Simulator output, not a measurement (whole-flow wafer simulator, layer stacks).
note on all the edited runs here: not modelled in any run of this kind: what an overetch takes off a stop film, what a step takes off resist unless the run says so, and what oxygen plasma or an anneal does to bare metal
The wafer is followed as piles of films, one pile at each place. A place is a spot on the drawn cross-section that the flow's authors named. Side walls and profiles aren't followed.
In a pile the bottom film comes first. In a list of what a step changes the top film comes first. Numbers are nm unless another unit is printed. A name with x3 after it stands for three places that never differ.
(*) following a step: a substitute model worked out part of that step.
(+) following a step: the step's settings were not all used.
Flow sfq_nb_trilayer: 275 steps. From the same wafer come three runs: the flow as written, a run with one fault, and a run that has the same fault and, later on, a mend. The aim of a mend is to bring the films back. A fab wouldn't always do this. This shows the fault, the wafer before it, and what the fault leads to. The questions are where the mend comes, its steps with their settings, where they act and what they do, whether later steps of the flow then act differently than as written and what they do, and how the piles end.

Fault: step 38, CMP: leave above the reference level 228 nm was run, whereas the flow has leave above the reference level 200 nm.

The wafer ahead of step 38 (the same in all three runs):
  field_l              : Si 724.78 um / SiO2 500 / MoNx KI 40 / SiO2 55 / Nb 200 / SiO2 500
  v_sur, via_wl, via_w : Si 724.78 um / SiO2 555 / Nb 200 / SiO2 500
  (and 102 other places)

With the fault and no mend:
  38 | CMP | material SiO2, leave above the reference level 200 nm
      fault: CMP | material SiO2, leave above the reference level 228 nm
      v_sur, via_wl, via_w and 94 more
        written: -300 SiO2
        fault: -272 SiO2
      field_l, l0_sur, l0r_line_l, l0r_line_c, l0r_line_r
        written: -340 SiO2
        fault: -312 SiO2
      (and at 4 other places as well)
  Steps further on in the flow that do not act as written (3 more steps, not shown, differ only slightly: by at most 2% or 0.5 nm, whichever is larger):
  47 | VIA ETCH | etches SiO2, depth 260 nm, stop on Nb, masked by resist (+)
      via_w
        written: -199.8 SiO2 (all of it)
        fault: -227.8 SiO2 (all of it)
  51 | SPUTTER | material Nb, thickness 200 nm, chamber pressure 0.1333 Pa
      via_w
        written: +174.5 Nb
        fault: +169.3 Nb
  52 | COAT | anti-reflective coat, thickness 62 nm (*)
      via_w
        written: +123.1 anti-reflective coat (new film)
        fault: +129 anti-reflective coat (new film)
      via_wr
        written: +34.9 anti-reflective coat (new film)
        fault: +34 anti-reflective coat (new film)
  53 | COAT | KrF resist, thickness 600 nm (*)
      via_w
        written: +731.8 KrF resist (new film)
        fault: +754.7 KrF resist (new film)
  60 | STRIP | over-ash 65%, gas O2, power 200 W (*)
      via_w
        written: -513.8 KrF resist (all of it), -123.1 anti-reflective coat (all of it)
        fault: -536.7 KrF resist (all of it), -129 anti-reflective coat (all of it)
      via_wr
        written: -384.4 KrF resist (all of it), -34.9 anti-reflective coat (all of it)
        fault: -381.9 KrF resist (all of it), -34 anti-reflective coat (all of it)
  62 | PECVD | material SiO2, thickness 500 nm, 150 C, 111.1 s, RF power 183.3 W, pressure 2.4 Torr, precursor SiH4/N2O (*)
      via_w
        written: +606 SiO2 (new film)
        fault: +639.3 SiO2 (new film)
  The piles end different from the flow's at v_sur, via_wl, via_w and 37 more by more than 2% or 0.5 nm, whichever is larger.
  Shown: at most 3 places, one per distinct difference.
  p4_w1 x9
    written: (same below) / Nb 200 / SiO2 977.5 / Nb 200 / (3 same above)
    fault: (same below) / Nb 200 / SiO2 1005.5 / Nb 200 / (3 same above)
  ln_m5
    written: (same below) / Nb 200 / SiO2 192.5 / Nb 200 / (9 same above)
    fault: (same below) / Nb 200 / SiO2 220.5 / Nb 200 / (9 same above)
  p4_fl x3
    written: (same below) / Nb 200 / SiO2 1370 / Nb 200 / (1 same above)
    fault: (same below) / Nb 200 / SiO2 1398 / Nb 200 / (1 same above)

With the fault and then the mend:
  The mend follows step 39.
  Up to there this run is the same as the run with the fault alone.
  39a | CMP | material SiO2, leave above the reference level 200 nm (the flow's step 38 again)
      field_l, v_sur, via_wl and 103 more
        -28 SiO2
  Every later step of the flow that is run acts as written at every place that is followed.
  By the end, the piles equal the flow's at every place that both follow.
